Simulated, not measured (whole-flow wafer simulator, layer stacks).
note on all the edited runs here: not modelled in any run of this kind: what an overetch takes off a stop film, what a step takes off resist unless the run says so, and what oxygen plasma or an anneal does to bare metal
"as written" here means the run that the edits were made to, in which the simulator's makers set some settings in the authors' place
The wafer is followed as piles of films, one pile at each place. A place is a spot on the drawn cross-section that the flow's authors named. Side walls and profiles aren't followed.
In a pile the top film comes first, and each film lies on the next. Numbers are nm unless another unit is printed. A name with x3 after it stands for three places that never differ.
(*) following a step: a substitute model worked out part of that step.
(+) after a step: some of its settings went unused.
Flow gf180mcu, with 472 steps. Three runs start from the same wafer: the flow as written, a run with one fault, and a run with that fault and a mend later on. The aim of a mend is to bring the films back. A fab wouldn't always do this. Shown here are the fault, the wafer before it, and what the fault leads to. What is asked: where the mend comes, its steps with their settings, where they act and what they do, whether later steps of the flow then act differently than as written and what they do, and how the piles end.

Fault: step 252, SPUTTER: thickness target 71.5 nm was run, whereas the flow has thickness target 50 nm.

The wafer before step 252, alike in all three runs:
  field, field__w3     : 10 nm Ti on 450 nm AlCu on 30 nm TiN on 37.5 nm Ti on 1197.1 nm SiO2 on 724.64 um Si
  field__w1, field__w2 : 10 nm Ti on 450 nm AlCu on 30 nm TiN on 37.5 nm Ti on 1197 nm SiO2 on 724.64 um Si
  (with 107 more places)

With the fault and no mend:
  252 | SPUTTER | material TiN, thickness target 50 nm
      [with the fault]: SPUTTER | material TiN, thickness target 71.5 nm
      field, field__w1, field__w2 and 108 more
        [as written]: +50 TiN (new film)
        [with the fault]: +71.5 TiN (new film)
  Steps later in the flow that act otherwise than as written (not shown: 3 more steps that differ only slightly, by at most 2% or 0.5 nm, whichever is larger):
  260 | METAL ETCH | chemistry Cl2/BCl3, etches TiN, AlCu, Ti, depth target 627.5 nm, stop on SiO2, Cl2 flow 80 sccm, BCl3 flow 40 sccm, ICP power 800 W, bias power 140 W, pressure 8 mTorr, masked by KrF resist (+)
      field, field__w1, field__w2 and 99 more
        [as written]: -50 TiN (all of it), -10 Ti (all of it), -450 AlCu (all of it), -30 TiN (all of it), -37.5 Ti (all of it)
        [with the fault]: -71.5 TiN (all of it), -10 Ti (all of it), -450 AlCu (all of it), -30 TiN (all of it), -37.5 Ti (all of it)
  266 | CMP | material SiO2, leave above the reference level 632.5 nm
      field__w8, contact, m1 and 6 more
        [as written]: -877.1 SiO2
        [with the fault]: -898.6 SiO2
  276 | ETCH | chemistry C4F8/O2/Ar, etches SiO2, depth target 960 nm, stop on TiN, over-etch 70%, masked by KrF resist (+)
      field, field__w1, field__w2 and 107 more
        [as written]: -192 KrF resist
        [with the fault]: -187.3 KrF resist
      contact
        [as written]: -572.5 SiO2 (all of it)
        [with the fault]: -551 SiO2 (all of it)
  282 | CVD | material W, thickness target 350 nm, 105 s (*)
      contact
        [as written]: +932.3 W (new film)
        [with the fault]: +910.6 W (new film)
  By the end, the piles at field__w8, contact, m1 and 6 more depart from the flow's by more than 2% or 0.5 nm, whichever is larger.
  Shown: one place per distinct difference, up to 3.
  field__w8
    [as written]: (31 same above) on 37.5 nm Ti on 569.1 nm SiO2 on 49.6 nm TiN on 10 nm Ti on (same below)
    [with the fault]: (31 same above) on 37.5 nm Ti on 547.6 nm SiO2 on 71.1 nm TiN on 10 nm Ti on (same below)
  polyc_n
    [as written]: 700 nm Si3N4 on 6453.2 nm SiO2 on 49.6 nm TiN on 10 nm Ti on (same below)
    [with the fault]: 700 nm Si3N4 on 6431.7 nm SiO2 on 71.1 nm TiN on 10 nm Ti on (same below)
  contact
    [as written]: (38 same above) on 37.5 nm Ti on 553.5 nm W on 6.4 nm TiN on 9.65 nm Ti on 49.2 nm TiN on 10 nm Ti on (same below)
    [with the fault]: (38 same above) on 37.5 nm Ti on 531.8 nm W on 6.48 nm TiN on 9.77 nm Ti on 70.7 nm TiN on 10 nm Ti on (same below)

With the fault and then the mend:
  After step 252 comes the mend.
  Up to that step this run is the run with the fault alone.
  252a | METAL ETCH | chemistry Cl2/BCl3, etches TiN, AlCu, Ti, depth target 21.5 nm, Cl2 flow 80 sccm, BCl3 flow 40 sccm, ICP power 800 W, bias power 140 W, pressure 8 mTorr
      field, field__w1, field__w2 and 108 more
        -21.5 TiN
  Every later step of the flow that is run acts as written at every place that is followed.
  By the end, the piles equal the flow's at every place that both follow.
